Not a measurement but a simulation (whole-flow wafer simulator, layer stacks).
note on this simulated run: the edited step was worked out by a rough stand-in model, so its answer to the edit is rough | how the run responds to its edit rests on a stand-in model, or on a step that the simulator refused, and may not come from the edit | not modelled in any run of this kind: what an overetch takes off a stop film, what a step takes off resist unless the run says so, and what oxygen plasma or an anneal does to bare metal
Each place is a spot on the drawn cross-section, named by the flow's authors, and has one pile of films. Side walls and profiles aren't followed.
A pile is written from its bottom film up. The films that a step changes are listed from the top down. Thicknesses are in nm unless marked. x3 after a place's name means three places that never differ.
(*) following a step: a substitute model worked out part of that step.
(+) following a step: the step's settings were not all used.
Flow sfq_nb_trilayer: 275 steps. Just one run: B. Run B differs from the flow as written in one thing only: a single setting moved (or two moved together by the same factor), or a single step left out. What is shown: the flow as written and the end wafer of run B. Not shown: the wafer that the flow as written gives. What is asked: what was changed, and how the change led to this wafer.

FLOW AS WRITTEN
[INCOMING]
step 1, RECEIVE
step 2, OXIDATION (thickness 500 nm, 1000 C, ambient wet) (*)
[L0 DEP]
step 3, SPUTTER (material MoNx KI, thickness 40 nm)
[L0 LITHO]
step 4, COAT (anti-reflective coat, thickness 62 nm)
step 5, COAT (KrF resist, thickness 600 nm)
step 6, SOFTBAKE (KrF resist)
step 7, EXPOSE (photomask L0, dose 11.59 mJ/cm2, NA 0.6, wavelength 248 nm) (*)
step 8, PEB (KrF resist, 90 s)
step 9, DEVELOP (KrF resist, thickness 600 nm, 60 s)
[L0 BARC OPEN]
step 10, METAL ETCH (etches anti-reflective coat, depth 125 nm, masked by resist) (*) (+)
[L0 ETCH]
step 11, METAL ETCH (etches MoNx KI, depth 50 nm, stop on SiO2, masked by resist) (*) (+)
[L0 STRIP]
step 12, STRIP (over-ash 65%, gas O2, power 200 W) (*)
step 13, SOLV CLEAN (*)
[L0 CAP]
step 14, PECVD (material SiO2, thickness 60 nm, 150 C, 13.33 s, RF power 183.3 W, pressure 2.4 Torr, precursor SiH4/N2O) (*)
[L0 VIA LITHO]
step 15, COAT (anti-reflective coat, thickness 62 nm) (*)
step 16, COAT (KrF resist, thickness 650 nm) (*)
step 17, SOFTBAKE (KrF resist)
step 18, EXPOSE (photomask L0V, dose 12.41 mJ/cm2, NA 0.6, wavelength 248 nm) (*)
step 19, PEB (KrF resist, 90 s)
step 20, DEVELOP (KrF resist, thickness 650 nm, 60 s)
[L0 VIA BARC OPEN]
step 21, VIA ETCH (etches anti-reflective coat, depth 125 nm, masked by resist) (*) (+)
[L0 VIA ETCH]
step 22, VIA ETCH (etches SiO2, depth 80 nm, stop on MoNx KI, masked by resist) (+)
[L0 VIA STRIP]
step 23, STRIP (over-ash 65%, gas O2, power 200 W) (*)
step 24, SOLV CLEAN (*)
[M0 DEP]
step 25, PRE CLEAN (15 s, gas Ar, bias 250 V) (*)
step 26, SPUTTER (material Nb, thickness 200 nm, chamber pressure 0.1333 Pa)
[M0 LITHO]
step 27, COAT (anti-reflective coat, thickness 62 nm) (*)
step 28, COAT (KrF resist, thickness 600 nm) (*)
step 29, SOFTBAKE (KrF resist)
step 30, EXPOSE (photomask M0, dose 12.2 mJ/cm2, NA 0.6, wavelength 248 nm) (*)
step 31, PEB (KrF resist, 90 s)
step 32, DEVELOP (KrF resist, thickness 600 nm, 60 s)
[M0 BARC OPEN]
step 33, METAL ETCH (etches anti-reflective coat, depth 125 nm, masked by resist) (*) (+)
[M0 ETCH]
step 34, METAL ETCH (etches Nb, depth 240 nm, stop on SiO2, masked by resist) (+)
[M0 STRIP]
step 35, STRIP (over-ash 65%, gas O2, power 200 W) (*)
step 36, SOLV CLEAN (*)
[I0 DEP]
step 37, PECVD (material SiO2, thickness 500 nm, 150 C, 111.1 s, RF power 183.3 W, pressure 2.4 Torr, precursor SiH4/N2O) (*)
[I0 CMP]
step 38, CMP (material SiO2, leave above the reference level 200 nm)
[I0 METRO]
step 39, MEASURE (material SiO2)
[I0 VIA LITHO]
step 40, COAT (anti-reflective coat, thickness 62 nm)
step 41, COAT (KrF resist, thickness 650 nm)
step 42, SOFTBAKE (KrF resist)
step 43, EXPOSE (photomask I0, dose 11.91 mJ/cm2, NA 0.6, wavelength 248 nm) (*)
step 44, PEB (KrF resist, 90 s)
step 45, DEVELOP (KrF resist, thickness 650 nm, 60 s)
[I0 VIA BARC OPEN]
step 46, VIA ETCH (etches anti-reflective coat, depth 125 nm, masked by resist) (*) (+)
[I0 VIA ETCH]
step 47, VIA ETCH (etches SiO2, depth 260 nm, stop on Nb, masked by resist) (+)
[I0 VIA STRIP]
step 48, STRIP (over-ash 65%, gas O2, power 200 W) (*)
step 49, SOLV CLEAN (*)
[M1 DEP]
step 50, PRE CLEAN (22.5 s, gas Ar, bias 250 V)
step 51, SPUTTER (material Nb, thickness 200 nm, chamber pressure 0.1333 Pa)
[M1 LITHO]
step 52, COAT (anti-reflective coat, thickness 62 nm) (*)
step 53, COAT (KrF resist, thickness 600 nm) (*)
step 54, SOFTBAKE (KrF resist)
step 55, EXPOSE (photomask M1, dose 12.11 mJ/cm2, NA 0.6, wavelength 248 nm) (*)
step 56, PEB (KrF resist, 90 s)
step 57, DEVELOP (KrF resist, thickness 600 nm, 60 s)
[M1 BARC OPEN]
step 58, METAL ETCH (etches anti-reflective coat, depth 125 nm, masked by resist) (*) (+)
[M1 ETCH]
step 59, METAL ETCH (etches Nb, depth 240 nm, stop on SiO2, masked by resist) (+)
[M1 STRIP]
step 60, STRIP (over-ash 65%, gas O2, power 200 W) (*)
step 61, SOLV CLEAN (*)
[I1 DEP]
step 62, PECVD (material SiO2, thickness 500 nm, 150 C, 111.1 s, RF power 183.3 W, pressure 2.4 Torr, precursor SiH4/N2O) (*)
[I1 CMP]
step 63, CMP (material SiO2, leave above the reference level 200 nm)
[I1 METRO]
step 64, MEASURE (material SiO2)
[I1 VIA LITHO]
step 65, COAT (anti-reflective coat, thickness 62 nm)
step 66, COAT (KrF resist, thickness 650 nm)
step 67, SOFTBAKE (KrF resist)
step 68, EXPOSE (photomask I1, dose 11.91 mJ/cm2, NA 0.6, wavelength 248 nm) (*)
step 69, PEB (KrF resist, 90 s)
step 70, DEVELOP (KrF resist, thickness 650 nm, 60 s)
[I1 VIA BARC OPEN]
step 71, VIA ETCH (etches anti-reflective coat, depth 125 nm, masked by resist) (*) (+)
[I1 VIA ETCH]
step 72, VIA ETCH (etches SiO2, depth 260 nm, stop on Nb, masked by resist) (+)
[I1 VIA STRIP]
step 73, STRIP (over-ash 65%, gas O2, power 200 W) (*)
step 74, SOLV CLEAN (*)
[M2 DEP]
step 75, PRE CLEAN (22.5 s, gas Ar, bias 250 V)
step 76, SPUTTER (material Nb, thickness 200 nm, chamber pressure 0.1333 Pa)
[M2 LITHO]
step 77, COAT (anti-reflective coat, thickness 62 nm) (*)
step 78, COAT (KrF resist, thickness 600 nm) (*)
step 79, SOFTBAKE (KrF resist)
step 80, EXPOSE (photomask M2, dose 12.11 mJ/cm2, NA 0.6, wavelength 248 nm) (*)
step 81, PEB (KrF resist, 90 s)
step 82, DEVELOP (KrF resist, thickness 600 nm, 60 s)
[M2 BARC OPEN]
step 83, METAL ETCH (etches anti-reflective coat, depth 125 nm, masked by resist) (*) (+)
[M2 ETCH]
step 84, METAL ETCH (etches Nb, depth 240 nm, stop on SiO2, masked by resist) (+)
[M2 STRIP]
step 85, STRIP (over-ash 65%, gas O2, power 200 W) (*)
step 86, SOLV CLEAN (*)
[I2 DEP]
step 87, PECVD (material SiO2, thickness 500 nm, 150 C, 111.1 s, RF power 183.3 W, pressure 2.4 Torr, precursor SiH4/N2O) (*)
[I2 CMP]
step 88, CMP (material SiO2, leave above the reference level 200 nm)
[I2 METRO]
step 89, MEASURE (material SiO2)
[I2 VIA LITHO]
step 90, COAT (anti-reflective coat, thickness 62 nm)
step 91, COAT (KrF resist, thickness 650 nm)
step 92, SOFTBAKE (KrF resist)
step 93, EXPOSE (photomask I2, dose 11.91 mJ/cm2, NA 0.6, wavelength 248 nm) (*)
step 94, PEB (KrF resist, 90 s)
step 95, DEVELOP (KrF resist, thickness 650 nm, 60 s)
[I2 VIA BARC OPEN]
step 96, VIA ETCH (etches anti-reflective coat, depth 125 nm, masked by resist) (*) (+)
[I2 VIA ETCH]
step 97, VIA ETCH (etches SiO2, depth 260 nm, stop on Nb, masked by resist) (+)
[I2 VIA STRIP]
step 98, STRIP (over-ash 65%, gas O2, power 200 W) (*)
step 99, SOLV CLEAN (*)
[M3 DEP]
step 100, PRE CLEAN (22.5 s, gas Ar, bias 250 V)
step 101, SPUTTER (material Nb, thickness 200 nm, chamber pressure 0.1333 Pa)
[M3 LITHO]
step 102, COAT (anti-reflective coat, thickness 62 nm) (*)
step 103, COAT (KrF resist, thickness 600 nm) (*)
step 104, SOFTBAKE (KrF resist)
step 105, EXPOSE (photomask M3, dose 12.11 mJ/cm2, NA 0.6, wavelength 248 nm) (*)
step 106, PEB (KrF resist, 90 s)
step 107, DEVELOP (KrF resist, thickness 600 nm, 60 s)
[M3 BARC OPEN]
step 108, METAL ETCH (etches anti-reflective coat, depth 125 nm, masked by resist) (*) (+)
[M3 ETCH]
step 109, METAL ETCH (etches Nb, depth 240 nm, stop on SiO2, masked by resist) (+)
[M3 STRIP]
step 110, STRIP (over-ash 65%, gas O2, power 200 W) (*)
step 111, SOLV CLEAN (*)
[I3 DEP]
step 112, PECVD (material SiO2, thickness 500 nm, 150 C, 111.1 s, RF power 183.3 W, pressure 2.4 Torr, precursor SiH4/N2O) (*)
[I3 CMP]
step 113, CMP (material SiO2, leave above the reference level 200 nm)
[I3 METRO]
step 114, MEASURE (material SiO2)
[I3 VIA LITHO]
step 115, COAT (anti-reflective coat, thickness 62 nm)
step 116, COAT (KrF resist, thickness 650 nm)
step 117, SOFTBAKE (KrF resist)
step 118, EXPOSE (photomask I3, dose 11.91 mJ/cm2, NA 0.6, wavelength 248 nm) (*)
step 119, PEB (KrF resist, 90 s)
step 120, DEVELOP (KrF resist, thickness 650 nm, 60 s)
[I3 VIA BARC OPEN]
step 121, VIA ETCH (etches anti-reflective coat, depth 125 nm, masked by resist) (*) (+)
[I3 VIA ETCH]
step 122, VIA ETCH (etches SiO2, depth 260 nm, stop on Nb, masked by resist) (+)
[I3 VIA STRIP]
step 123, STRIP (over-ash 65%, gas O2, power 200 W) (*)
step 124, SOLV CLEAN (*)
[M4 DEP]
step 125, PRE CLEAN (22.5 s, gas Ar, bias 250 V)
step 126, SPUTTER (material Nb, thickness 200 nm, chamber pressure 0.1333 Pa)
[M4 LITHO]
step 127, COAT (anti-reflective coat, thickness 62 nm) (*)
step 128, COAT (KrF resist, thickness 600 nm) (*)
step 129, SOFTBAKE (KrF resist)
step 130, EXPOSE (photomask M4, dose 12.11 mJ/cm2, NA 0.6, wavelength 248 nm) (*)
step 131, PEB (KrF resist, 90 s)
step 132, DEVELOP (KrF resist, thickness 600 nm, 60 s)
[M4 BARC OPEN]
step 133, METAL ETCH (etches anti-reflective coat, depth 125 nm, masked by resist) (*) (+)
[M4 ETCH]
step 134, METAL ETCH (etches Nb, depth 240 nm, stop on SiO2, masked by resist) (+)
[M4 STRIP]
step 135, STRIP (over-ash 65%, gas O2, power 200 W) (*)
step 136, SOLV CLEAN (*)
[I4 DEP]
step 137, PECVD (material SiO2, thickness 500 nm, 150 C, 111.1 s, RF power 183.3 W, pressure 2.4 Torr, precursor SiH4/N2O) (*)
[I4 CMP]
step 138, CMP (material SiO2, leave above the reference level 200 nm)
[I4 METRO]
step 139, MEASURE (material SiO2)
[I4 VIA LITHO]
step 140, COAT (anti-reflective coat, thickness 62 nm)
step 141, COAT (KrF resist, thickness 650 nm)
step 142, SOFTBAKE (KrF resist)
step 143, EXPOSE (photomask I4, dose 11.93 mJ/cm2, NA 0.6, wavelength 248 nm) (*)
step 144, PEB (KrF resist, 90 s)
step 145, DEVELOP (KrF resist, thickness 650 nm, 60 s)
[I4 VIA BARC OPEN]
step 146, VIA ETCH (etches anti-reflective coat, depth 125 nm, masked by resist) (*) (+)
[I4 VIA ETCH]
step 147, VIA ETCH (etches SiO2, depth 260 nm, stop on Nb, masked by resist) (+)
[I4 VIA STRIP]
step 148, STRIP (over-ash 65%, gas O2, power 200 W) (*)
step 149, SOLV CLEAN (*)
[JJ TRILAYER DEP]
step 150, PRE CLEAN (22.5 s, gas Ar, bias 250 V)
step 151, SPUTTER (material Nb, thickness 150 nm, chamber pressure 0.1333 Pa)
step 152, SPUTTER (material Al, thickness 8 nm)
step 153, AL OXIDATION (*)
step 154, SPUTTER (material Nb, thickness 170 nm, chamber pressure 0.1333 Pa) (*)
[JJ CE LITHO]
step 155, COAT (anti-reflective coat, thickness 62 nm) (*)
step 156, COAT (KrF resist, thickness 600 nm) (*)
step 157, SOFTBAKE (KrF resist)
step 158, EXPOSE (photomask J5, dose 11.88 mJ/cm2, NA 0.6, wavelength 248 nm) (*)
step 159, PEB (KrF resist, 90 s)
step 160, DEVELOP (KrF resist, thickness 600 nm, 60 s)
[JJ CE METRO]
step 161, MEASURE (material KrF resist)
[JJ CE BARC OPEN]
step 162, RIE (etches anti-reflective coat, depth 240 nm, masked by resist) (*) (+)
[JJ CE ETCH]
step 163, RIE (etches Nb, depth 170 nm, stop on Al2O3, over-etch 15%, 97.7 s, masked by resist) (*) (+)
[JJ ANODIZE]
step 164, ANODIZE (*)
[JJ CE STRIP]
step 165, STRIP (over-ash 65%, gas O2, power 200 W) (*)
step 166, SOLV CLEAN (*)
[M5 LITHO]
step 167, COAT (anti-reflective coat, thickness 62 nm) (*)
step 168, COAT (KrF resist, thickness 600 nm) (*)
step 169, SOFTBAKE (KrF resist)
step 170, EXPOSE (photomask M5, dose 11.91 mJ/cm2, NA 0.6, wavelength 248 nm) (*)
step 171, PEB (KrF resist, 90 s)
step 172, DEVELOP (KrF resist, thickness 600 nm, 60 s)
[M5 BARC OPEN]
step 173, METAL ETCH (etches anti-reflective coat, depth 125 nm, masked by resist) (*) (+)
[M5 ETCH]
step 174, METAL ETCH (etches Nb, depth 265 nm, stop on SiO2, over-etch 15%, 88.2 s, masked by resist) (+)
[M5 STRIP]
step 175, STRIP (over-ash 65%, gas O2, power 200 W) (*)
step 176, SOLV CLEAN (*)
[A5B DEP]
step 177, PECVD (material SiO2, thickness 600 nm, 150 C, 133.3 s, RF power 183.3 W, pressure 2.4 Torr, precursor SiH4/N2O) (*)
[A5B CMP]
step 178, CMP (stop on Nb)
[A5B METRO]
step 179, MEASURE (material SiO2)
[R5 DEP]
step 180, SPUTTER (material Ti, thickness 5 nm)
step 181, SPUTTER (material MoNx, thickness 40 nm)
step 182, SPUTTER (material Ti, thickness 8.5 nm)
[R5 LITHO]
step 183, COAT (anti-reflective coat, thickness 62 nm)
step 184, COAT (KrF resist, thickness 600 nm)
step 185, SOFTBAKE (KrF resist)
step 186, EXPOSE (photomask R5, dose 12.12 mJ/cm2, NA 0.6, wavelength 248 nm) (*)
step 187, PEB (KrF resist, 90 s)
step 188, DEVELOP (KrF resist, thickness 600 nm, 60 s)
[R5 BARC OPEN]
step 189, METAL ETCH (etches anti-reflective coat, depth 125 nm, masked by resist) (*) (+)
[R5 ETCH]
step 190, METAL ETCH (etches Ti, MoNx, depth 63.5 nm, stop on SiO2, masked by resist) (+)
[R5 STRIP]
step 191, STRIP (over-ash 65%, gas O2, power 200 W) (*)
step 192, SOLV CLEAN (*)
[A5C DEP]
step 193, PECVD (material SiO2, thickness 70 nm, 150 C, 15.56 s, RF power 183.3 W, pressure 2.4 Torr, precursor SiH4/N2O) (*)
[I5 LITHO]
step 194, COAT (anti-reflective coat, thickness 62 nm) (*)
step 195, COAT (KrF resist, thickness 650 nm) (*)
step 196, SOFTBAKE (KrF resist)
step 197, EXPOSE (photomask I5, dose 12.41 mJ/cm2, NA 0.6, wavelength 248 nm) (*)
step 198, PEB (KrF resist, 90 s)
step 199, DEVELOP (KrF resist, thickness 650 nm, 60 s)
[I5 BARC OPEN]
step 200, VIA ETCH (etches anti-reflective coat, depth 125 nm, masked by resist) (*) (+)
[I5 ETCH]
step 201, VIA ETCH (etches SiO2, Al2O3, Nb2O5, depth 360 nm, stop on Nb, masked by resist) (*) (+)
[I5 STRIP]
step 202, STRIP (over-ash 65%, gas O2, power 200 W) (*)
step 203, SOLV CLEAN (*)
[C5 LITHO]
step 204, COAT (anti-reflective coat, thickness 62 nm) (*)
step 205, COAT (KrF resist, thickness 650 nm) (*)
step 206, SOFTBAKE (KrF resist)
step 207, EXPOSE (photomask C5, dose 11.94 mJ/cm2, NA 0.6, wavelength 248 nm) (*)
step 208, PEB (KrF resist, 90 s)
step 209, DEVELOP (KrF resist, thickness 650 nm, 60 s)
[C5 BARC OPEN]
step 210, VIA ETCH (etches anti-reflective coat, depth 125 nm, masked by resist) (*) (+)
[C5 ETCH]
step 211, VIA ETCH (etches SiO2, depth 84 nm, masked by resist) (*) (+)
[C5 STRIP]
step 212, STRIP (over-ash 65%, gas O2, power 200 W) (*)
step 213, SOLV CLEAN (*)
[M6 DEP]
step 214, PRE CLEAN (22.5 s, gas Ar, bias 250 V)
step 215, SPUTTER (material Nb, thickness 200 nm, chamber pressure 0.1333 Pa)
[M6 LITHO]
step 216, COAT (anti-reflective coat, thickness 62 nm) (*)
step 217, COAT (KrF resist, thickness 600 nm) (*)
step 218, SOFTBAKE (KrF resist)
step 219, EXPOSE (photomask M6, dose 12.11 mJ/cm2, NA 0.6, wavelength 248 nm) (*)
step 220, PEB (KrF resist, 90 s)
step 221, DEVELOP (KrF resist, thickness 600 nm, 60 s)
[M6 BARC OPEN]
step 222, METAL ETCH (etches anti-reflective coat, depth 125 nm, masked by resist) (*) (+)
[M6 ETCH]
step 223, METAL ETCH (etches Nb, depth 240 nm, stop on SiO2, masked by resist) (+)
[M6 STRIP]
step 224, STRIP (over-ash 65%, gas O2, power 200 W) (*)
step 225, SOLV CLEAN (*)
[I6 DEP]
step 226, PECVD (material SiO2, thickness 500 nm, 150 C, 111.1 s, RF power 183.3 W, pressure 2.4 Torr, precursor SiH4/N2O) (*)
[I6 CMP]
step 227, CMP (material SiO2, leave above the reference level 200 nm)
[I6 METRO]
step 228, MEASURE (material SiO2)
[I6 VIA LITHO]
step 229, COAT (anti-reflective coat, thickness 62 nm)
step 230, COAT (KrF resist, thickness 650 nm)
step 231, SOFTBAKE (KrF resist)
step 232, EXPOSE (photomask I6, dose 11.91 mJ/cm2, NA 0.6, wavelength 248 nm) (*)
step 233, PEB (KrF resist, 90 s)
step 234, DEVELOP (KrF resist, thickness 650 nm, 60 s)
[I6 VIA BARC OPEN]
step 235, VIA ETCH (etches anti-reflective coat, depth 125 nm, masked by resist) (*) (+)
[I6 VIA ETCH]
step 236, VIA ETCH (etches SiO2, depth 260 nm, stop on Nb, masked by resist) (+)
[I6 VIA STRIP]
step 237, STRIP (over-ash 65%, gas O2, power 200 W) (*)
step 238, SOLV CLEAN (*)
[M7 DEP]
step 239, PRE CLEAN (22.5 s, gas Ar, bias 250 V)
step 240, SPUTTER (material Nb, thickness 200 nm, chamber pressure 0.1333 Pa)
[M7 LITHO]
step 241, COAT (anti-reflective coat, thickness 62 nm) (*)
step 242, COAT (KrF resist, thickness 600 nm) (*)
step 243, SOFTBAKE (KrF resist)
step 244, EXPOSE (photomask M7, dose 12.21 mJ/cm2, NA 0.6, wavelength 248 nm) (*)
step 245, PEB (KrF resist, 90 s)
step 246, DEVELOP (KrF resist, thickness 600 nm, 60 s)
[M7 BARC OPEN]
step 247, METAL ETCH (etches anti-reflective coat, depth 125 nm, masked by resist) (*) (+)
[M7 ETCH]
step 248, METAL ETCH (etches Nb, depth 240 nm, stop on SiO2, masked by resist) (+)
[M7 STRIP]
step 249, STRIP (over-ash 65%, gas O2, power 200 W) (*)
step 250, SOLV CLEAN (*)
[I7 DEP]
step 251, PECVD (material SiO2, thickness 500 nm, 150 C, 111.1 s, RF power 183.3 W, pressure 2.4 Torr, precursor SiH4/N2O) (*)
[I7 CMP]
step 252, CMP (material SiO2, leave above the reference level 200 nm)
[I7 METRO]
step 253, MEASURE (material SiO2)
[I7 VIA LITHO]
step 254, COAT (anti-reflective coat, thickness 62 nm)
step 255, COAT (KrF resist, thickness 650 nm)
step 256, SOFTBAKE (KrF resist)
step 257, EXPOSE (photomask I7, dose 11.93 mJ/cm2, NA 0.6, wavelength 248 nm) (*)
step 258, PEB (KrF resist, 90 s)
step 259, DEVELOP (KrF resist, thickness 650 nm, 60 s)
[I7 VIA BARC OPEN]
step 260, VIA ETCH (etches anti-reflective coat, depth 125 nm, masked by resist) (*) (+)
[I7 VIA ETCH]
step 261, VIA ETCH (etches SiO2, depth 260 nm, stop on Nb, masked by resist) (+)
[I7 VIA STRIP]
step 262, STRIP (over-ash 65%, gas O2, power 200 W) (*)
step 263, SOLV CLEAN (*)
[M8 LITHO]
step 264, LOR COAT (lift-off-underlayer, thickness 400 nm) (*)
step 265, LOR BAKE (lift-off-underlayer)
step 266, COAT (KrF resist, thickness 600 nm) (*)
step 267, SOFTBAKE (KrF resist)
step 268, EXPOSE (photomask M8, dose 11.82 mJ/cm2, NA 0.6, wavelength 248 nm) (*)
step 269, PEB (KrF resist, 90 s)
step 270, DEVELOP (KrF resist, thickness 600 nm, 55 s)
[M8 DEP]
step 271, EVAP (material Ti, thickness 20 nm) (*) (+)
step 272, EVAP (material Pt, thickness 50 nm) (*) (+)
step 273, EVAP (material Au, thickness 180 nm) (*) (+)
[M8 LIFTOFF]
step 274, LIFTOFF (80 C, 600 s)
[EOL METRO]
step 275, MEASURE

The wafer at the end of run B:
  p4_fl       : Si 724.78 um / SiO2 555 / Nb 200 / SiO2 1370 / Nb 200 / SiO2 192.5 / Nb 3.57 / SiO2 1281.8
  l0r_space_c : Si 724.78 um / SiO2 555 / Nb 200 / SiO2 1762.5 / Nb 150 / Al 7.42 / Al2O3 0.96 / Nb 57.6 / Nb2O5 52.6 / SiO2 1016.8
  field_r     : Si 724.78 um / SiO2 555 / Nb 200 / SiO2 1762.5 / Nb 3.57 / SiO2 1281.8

The reason: step 154, SPUTTER: thickness 272 nm was run, while the flow as written has thickness 170 nm.

Step by step, how the change led to this:
  step 154, SPUTTER (material Nb, thickness 170 nm, chamber pressure 0.1333 Pa) (*)
      field_l, v_sur, via_sp and 100 more: Nb gains 272 (new film) (in the flow as written it would be: Nb gains 170 (new film))
      via_wl, via_wr: Nb gains 226.1 (new film) (in the flow as written it would be: Nb gains 140.7 (new film))
      (as well as at 1 more place)
  step 155, COAT (anti-reflective coat, thickness 62 nm) (*)
      via_wl, via_wr: anti-reflective coat gains 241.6 (new film) (in the flow as written it would be: anti-reflective coat gains 209.4 (new film))
      via_w: anti-reflective coat gains 108.3 (new film) (in the flow as written it would be: anti-reflective coat gains 97.4 (new film))
  step 156, COAT (KrF resist, thickness 600 nm) (*)
      via_wl: KrF resist gains 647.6 (new film) (in the flow as written it would be: KrF resist gains 663 (new film))
      via_wr: KrF resist gains 647.8 (new film) (in the flow as written it would be: KrF resist gains 663.2 (new film))
  step 160, DEVELOP (KrF resist, thickness 600 nm, 60 s)
      via_wl: KrF resist loses 646.2 (all of it) (in the flow as written it would be: KrF resist loses 661.6 (all of it))
      via_wr: KrF resist loses 646.4 (all of it) (in the flow as written it would be: KrF resist loses 661.8 (all of it))
  step 162, RIE (etches anti-reflective coat, depth 240 nm, masked by resist) (*) (+)
      via_wl, via_wr: anti-reflective coat loses 240 (in the flow as written it would be: anti-reflective coat loses 209.4 (all of it))
      ce_l, c5j, ce_r, wl_jj: KrF resist loses 240 (in the flow as written it would be: KrF resist loses 209.4)
      (as well as at 1 more place)
  step 163, RIE (etches Nb, depth 170 nm, stop on Al2O3, over-etch 15%, 97.7 s, masked by resist) (*) (+)
      field_l, v_sur, via_sp and 96 more: Nb loses 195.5 (in the flow as written it would be: Nb loses 170 (all of it), Al2O3 loses 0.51)
      via_wl, via_wr: anti-reflective coat loses 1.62 (all of it), Nb loses 191.1 (in the flow as written it would be: Nb loses 140.7 (all of it), Al2O3 loses 0.96 (all of it))
      (as well as at 1 more place)
  step 164, ANODIZE (*)
      field_l, v_sur, via_sp and 96 more: Nb2O5 gains 52.6 (new film), Nb loses 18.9 (in the flow as written it would be: Al2O3 gains 12.2, Nb2O5 gains 29.9 (new film), Al loses 7.42 (all of it), Nb loses 10.8)
      via_wl, via_wr: Nb2O5 gains 52.6 (new film), Nb loses 18.9 (in the flow as written it would be: Al2O3 gains 7.52 (new film), Nb2O5 gains 39.2 (new film), Al loses 4.56 (all of it), Nb loses 14.1)
      (as well as at 1 more place)
  step 165, STRIP (over-ash 65%, gas O2, power 200 W) (*)
      ce_l: KrF resist loses 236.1 (all of it), anti-reflective coat loses 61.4 (all of it) (in the flow as written it would be: KrF resist loses 266.8 (all of it), anti-reflective coat loses 61.4 (all of it))
      c5j: KrF resist loses 236.2 (all of it), anti-reflective coat loses 61.5 (all of it) (in the flow as written it would be: KrF resist loses 266.9 (all of it), anti-reflective coat loses 61.5 (all of it))
      (as well as at 2 more places)
  step 167, COAT (anti-reflective coat, thickness 62 nm) (*)
      wl_j_sl, wl_j_sr: anti-reflective coat gains 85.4 (new film) (in the flow as written it would be: anti-reflective coat gains 83.3 (new film))
      v_sur: anti-reflective coat gains 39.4 (new film) (in the flow as written it would be: anti-reflective coat gains 44.9 (new film))
      (as well as at 6 more places)
  step 168, COAT (KrF resist, thickness 600 nm) (*)
      via_wl: KrF resist gains 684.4 (new film) (in the flow as written it would be: KrF resist gains 656 (new film))
      via_w: KrF resist gains 769.1 (new film) (in the flow as written it would be: KrF resist gains 732.6 (new film))
      (as well as at 1 more place)
  step 174, METAL ETCH (etches Nb, depth 265 nm, stop on SiO2, over-etch 15%, 88.2 s, masked by resist) (+)
      field_l, r_sur, res and 50 more: Nb2O5 loses 52.6 (all of it), Nb loses 57.6 (all of it), Al2O3 loses 0.96 (all of it), Al loses 7.42 (all of it), Nb loses 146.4 (in the flow as written it would be: Al2O3 loses 12.6 (all of it), Nb2O5 loses 29.9 (all of it), Nb loses 139.2 (all of it), SiO2 loses 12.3)
  step 175, STRIP (over-ash 65%, gas O2, power 200 W) (*)
      v_sur: KrF resist loses 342 (all of it), anti-reflective coat loses 39.4 (all of it) (in the flow as written it would be: KrF resist loses 349.2 (all of it), anti-reflective coat loses 44.9 (all of it))
      via_wl: KrF resist loses 455.4 (all of it), anti-reflective coat loses 169.9 (all of it) (in the flow as written it would be: KrF resist loses 427 (all of it), anti-reflective coat loses 170.5 (all of it))
      (as well as at 9 more places)
  step 177, PECVD (material SiO2, thickness 600 nm, 150 C, 133.3 s, RF power 183.3 W, pressure 2.4 Torr, precursor SiH4/N2O) (*)
      field_l, p4_fl, p4_fm and 39 more: SiO2 gains 600 (new film) (in the flow as written it would be: SiO2 gains 600)
      r_sur, res, r_end, moat, field_r, lsp_l: SiO2 gains 590.4 (new film) (in the flow as written it would be: SiO2 gains 592.9)
      (as well as at 5 more places)
  step 178, CMP (stop on Nb)
      v_sur, via_sp, via_v and 43 more: SiO2 loses 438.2 (in the flow as written it would be: SiO2 loses 453.5)
      field_l, p4_fl, p4_fm and 39 more: SiO2 loses 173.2 (in the flow as written it would be: SiO2 loses 259.3)
      (as well as at 14 more places)
  step 201, VIA ETCH (etches SiO2, Al2O3, Nb2O5, depth 360 nm, stop on Nb, masked by resist) (*) (+)
      be: SiO2 loses 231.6 (all of it), Nb2O5 loses 52.6 (all of it) (in the flow as written it would be: SiO2 loses 216.4 (all of it), Al2O3 loses 12.7 (all of it), Nb2O5 loses 29.9 (all of it))
  step 204, COAT (anti-reflective coat, thickness 62 nm) (*)
      be: anti-reflective coat gains 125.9 (new film) (in the flow as written it would be: anti-reflective coat gains 122.2 (new film))
  ... 6 other steps ...
  step 226, PECVD (material SiO2, thickness 500 nm, 150 C, 111.1 s, RF power 183.3 W, pressure 2.4 Torr, precursor SiH4/N2O) (*)
      be: SiO2 gains 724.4 (new film) (in the flow as written it would be: SiO2 gains 693.5 (new film))
If metal films that touch count as one body, p4_fl has 3 bodies (between them, from the top down: SiO2 192.5; SiO2 1370); the flow as written gives 2 bodies (between them, from the top down: SiO2 1370).
If metal films that touch count as one body, l0r_space_c has 3 bodies (between them, from the top down: Al2O3 0.96; SiO2 1762.5); the flow as written gives 2 bodies (between them, from the top down: SiO2 1762.5).
If metal films that touch count as one body, field_r has 2 bodies (between them, from the top down: SiO2 1762.5); the flow as written gives 1 body.
